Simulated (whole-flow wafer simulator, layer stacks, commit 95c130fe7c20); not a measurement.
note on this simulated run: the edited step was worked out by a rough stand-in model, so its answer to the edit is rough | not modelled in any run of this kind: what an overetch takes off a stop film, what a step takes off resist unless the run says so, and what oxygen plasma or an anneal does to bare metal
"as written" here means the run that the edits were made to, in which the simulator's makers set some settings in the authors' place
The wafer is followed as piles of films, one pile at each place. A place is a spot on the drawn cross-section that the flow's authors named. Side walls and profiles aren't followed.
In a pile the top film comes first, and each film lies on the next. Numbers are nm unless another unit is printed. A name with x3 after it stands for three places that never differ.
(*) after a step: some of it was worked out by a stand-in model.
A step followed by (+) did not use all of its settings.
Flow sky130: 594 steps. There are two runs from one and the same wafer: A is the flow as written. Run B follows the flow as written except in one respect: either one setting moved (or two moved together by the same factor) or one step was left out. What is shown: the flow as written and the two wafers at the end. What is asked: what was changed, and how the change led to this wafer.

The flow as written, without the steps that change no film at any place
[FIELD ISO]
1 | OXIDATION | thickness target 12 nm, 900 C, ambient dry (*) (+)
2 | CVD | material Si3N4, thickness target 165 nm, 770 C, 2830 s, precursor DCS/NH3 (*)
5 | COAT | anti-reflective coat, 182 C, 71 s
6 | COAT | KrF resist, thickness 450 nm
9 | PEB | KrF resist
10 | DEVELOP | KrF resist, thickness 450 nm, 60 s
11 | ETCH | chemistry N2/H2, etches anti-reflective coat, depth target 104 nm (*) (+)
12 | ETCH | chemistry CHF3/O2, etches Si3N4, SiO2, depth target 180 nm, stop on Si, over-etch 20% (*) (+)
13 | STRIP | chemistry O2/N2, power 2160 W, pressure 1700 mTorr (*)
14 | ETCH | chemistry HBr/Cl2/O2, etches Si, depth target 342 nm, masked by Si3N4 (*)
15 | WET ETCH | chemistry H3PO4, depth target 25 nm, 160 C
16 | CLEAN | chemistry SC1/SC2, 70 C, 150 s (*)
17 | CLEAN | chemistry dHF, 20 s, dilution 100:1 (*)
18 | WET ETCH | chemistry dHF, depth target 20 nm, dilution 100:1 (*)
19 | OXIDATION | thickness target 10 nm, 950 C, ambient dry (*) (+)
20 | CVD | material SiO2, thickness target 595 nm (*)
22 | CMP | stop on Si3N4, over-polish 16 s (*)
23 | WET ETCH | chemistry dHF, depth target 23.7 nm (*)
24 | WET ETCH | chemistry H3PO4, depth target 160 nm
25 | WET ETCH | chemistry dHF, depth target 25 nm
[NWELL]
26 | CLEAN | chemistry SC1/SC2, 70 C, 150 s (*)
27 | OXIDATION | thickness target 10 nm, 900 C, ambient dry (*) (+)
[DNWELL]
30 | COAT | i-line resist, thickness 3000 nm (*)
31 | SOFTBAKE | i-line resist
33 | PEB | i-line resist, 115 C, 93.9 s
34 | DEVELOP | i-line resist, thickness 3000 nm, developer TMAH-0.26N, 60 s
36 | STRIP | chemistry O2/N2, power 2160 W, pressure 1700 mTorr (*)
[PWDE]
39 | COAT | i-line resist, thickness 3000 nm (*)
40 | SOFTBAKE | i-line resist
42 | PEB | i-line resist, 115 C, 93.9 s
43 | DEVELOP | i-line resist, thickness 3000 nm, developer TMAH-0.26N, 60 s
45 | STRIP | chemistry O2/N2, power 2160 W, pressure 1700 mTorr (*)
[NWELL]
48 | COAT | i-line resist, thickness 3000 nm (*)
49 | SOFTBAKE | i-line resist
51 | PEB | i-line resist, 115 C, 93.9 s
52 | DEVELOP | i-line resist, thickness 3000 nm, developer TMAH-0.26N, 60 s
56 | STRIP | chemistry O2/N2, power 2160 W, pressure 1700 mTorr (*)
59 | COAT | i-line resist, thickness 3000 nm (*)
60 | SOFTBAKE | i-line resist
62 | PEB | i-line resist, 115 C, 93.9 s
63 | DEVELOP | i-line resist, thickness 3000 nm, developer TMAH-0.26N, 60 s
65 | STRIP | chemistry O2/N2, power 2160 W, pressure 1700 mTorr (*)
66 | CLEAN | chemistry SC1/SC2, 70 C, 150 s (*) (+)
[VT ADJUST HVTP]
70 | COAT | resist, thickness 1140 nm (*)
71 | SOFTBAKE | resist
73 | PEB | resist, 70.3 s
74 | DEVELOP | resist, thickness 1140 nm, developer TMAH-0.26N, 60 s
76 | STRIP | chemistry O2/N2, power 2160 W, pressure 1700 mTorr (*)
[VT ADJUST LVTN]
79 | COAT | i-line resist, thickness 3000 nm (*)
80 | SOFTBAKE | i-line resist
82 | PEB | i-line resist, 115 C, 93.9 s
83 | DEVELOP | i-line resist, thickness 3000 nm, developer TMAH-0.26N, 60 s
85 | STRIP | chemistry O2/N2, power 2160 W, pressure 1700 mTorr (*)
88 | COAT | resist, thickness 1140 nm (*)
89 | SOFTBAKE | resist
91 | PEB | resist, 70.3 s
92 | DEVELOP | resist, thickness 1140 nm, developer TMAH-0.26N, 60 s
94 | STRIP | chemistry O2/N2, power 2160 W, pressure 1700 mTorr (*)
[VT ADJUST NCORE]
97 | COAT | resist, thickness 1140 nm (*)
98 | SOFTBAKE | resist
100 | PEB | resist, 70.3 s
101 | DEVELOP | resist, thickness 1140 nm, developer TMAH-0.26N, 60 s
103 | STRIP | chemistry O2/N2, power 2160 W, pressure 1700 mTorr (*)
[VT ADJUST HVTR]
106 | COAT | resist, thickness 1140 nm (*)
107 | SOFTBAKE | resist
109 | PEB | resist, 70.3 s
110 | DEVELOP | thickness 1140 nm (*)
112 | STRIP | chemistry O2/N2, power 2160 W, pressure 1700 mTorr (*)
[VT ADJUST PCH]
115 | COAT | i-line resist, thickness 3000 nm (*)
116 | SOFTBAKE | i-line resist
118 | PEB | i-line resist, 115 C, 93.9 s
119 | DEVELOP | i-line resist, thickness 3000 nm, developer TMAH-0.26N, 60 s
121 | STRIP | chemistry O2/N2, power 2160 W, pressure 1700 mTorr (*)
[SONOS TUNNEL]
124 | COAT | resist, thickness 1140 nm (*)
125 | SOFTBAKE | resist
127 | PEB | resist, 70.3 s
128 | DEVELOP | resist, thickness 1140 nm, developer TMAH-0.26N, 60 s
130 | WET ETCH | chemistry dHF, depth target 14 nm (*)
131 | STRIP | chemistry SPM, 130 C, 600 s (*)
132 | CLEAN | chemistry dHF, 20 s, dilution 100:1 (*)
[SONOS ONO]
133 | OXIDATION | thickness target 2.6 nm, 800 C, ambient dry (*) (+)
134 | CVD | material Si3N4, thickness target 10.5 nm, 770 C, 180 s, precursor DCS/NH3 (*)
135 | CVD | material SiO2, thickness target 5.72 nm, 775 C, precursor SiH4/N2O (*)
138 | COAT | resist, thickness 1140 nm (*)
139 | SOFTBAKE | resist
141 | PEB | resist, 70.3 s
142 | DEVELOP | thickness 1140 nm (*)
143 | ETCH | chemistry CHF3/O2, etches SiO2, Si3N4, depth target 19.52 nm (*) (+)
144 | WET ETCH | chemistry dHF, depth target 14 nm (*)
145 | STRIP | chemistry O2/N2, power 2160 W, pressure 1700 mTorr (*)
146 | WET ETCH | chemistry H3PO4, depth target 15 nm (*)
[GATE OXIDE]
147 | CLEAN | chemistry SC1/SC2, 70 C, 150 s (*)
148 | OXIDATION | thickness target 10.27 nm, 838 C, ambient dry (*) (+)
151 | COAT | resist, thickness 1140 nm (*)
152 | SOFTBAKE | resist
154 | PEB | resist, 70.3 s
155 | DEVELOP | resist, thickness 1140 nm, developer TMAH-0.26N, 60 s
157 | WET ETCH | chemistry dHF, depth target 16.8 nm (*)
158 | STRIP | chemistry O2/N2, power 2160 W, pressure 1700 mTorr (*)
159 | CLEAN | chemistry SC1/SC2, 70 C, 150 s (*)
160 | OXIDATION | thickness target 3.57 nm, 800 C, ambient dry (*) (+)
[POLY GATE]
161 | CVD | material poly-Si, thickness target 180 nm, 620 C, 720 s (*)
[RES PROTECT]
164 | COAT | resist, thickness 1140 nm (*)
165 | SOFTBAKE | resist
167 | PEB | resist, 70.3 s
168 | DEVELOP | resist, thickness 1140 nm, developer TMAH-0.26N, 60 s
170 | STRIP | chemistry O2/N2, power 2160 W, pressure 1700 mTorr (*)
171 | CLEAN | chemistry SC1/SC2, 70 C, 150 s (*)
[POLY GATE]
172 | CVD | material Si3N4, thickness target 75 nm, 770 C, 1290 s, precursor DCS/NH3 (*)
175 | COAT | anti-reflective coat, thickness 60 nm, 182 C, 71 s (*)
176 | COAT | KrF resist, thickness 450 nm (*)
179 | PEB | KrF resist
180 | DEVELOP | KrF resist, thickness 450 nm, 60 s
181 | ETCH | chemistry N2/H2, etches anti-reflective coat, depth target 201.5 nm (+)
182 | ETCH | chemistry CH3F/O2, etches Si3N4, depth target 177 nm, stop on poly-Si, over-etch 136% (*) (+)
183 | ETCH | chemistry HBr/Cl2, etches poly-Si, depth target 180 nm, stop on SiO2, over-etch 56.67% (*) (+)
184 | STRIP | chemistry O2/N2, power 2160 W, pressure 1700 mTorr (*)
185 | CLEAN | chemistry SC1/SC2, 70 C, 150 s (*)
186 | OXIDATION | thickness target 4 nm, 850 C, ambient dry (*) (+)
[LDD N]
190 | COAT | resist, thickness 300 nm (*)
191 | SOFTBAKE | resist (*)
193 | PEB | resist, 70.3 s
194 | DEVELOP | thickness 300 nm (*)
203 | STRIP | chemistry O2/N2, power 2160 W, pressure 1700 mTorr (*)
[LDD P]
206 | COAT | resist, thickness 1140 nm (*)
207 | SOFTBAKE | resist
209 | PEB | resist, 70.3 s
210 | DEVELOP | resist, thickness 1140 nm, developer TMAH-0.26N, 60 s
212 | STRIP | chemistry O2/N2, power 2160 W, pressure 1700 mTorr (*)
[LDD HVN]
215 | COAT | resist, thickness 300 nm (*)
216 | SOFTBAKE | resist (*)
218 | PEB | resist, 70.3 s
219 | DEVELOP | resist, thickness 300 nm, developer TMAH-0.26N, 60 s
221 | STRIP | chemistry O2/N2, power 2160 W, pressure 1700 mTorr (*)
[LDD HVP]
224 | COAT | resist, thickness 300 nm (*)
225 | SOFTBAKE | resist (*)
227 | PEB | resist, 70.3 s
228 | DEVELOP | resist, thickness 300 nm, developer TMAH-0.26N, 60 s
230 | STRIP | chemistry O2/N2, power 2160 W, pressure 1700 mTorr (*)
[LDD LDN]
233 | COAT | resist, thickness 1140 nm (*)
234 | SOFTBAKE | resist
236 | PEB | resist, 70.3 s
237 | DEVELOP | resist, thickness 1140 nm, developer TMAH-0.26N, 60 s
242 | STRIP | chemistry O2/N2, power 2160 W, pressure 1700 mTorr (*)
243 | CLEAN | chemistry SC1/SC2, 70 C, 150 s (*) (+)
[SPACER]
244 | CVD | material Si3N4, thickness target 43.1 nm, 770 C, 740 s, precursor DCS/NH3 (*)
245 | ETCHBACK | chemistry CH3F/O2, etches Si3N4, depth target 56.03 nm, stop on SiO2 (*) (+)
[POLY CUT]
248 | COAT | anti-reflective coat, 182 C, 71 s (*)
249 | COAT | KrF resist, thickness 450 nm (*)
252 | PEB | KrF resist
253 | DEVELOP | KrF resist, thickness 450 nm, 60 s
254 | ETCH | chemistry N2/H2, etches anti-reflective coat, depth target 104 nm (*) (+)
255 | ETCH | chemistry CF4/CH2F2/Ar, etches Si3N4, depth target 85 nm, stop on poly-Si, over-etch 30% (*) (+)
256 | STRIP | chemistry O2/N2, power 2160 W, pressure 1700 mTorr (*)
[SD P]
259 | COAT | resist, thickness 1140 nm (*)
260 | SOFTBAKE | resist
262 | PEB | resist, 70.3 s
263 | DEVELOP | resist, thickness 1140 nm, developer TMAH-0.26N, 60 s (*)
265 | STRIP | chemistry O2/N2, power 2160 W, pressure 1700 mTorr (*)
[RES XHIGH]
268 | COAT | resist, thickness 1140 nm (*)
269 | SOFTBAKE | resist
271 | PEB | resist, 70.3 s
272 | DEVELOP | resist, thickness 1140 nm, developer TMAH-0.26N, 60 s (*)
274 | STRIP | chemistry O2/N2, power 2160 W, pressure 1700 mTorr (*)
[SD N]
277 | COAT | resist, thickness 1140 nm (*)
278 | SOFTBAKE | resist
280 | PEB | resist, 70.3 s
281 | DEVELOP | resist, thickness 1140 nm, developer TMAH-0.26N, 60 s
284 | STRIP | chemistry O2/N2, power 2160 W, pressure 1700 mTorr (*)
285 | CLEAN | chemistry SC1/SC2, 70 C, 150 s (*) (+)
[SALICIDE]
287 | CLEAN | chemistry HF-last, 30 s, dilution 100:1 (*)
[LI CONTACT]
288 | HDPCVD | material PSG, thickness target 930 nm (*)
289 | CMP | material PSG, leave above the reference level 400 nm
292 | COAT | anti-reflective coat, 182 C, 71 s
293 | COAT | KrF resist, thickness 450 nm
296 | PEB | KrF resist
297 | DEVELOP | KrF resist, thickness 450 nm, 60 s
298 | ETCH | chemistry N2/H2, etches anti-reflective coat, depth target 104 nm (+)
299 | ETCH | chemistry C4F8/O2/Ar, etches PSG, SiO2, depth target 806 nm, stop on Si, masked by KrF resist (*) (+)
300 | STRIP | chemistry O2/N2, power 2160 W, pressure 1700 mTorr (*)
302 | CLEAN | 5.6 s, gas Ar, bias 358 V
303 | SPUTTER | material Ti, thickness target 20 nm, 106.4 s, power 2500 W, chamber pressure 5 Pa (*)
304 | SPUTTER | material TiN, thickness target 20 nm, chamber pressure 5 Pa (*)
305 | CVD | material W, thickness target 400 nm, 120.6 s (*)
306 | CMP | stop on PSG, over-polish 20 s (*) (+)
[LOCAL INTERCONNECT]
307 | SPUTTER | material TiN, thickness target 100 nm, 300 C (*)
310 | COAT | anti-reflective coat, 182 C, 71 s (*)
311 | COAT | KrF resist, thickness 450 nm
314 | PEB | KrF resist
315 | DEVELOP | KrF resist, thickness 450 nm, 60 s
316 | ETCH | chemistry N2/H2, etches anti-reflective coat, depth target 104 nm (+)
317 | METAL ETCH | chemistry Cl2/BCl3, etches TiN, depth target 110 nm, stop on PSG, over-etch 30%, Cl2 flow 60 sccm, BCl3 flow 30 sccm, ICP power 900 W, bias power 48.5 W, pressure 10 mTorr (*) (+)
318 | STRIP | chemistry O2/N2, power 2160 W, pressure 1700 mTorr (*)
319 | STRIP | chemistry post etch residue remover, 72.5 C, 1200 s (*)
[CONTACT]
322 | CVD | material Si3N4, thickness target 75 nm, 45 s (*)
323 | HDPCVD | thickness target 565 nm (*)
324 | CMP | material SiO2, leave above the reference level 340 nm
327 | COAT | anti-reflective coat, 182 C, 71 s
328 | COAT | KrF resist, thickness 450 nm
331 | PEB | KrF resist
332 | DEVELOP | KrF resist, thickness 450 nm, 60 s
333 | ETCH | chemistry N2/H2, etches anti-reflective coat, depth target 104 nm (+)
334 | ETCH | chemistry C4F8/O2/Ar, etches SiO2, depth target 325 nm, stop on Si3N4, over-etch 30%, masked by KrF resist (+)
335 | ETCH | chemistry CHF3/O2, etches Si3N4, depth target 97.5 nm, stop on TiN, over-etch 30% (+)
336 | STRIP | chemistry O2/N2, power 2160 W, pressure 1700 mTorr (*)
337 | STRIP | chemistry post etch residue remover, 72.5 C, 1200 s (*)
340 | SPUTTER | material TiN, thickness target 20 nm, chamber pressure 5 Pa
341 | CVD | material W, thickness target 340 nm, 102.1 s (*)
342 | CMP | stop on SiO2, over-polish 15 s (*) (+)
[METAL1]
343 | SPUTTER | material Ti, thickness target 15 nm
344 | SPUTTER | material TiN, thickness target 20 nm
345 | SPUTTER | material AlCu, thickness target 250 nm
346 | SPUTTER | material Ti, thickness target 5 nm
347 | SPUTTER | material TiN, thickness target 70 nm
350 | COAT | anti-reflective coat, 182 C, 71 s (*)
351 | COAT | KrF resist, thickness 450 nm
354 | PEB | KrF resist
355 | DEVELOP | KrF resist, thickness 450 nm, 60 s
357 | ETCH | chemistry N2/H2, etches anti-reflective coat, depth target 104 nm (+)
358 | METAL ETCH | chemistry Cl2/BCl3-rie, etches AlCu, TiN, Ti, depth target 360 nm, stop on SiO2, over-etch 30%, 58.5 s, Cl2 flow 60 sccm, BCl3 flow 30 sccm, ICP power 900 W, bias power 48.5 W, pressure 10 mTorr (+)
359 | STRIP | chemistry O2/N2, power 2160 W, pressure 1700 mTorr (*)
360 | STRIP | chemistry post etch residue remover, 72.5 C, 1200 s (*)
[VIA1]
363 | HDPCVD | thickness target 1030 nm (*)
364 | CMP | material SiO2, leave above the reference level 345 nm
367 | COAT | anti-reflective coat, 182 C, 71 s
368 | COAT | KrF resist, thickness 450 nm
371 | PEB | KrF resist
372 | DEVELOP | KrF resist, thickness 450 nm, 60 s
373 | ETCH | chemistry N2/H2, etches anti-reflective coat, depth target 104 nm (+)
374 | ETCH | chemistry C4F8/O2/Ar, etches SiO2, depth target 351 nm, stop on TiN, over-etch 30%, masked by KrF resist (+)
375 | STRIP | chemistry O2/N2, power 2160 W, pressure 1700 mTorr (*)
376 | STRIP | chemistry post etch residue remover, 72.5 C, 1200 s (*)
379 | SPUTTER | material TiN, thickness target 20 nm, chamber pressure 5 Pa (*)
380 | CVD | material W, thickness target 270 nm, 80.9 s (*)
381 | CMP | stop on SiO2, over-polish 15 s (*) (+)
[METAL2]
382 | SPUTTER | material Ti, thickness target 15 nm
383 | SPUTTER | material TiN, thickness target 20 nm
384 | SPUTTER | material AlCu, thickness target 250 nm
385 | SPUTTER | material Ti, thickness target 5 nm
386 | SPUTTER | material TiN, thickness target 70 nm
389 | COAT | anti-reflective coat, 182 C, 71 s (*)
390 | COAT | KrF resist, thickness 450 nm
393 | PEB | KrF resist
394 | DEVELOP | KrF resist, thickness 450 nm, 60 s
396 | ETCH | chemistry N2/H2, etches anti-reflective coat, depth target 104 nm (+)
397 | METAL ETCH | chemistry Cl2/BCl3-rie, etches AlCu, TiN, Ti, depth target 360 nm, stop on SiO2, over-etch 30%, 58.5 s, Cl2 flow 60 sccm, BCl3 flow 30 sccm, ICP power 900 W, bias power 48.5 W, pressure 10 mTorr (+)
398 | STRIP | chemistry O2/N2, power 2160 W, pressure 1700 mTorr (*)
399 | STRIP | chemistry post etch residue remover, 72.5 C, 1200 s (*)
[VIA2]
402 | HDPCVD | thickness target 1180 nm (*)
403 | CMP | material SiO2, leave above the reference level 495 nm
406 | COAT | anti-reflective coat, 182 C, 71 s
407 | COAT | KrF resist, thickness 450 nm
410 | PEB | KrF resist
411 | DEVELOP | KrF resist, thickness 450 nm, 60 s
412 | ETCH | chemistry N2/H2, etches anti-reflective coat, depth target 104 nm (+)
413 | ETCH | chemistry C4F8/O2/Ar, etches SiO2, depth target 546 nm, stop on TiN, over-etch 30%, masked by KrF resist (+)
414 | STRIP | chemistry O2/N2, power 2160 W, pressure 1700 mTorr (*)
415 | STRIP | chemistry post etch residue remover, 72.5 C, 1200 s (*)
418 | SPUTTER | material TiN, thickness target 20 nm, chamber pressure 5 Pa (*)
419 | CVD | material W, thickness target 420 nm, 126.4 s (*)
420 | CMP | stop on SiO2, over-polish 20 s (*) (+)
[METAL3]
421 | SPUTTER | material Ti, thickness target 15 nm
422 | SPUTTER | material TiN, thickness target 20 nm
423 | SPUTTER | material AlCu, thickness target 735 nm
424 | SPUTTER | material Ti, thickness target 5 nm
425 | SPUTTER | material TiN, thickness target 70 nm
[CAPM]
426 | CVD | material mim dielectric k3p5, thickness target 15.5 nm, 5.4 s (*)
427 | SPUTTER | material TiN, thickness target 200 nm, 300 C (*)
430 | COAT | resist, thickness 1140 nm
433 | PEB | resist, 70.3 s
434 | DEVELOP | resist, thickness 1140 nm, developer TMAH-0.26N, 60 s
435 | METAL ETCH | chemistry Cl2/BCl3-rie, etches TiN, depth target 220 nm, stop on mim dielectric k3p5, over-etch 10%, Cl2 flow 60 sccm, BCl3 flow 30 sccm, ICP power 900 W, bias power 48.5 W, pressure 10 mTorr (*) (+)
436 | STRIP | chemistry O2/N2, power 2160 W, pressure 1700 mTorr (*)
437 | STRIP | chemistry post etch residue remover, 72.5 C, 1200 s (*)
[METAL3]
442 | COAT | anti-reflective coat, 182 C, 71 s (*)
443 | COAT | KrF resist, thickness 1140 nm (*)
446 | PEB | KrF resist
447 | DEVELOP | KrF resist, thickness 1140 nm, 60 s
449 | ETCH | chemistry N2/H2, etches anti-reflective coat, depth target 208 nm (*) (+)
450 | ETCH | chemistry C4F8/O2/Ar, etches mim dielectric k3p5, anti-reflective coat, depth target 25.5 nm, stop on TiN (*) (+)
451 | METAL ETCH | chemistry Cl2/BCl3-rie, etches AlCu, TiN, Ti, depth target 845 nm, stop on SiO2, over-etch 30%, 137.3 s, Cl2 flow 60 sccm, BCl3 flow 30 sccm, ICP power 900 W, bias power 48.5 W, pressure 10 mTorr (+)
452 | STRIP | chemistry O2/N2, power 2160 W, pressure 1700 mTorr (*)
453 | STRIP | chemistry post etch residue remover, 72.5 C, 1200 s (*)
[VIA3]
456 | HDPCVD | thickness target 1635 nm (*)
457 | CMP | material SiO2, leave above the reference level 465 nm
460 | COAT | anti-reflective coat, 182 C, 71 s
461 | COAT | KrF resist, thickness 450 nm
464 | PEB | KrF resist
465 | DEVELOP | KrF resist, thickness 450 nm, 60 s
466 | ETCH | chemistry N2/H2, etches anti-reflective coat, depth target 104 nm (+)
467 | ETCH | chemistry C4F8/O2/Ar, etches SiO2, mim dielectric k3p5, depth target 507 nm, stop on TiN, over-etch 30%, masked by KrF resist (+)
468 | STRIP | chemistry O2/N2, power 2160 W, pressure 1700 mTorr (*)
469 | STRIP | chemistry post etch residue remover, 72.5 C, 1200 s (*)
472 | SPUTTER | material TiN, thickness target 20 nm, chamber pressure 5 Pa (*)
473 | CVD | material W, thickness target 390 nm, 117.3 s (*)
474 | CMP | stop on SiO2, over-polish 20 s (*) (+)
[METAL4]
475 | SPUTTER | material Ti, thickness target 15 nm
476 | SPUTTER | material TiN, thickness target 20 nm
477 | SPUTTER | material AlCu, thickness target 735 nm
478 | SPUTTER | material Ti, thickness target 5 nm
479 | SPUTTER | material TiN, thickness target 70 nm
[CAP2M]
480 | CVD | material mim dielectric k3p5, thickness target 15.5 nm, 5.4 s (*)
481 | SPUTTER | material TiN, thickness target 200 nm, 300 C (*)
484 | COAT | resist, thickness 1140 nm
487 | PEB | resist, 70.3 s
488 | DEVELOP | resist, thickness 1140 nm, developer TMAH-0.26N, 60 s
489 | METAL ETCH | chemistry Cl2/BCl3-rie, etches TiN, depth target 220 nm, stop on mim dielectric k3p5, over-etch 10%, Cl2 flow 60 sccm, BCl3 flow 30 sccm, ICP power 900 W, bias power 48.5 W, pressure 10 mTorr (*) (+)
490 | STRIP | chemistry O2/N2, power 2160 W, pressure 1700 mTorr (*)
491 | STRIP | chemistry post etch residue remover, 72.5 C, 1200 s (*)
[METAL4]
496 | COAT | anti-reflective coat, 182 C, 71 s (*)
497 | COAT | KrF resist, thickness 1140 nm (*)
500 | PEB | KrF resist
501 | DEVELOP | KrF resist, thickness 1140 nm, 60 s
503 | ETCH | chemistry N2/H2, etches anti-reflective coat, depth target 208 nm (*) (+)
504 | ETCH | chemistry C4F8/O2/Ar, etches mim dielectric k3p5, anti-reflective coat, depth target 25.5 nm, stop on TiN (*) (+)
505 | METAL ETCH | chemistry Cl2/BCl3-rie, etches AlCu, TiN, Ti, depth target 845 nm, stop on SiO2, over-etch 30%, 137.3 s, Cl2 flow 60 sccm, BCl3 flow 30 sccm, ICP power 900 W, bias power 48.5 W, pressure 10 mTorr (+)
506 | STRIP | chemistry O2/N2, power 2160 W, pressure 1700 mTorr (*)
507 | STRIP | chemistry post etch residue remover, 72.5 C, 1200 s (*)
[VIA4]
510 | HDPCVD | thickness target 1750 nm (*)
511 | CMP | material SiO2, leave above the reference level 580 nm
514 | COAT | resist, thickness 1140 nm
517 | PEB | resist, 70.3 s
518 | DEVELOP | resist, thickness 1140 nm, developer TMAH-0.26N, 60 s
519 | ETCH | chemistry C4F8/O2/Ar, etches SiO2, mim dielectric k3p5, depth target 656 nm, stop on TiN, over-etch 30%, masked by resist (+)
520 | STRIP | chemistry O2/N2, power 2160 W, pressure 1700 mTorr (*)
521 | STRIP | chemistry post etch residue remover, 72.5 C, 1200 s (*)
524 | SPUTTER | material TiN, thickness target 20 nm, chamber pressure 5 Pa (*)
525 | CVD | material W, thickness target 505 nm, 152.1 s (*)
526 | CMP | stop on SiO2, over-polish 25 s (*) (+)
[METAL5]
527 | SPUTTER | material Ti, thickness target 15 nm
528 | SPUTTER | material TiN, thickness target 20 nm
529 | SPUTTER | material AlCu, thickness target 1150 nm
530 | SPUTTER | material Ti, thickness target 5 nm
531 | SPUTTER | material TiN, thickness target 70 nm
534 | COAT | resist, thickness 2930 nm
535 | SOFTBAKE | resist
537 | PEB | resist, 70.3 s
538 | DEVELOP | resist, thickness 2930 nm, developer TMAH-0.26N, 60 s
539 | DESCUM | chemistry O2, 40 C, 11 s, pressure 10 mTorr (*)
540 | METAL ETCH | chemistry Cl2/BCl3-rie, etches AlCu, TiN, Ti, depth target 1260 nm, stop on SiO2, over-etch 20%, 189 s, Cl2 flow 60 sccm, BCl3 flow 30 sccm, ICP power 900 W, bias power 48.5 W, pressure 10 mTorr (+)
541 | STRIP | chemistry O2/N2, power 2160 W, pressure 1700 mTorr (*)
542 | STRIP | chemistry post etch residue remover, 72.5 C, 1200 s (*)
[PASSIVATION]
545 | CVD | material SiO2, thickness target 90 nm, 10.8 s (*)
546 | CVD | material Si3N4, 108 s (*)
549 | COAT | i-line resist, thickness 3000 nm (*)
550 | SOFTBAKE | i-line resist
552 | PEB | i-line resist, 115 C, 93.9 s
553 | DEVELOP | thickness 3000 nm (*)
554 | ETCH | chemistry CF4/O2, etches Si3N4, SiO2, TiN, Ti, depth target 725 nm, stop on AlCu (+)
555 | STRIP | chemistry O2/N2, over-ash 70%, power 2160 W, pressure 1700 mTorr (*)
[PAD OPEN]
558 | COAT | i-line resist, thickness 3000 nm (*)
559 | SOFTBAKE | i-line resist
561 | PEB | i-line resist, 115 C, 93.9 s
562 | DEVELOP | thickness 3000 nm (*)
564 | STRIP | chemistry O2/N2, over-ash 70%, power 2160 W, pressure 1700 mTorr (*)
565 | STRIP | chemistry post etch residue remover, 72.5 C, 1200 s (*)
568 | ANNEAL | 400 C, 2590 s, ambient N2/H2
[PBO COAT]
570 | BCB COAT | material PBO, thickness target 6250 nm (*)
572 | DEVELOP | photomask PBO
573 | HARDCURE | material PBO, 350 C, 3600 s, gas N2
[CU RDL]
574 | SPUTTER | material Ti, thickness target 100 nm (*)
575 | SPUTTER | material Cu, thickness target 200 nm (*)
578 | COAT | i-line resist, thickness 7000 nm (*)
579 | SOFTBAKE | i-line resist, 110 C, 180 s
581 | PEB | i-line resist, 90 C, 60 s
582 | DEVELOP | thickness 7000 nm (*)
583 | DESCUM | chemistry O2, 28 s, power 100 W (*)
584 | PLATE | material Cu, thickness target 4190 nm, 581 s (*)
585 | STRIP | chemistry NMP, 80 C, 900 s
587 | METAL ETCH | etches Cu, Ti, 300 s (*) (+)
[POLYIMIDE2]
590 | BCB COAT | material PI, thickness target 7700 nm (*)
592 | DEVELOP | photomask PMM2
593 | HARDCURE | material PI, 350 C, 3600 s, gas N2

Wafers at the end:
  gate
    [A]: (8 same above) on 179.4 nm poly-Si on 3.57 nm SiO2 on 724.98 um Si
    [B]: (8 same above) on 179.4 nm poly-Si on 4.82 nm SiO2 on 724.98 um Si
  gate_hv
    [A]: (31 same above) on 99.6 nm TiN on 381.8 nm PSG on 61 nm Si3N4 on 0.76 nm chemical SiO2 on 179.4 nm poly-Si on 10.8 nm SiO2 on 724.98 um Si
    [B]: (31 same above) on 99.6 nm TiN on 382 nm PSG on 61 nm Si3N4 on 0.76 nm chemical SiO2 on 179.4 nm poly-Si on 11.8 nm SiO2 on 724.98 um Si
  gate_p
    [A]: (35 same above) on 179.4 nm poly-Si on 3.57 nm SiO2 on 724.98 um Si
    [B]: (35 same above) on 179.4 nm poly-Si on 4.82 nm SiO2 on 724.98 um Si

Cause: step 160, OXIDATION: thickness target 4.82 nm was run, whereas the flow has thickness target 3.57 nm.
One can read it off the wafer: gate has SiO2 4.82, and step 160 as written asks for 3.57 nm.

Step by step, how the change led to this:
  160 | OXIDATION | thickness target 3.57 nm, 800 C, ambient dry (*) (+)
      active, n_well, p_well and 58 more: A +3.57 SiO2 (new film), -0.76 chemical SiO2 (all of it), -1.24 Si | B +4.82 SiO2 (new film), -0.76 chemical SiO2 (all of it), -1.79 Si
      gate_hv, m1, pad and 37 more: A +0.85 SiO2, -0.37 Si | B +1.85 SiO2, -0.82 Si
  248 | COAT | anti-reflective coat, 182 C, 71 s (*)
      field: A +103 anti-reflective coat (new film) | B +106.2 anti-reflective coat (new film)
      poly_endcap_nw: A +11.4 anti-reflective coat (new film) | B +12.1 anti-reflective coat (new film)
  256 | STRIP | chemistry O2/N2, power 2160 W, pressure 1700 mTorr (*)
      field: A -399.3 KrF resist (all of it), -103 anti-reflective coat (all of it) | B -397.4 KrF resist (all of it), -106.2 anti-reflective coat (all of it)
      poly_endcap_nw: A -294.6 KrF resist (all of it), -11.4 anti-reflective coat (all of it) | B -294.7 KrF resist (all of it), -12.1 anti-reflective coat (all of it)
  299 | ETCH | chemistry C4F8/O2/Ar, etches PSG, SiO2, depth target 806 nm, stop on Si, masked by KrF resist (*) (+)
      contact, ndiff_licon, ndiff_licon_cpp: A -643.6 PSG (all of it), -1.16 SiO2 (all of it) | B -643.7 PSG (all of it), -2.19 SiO2 (all of it)
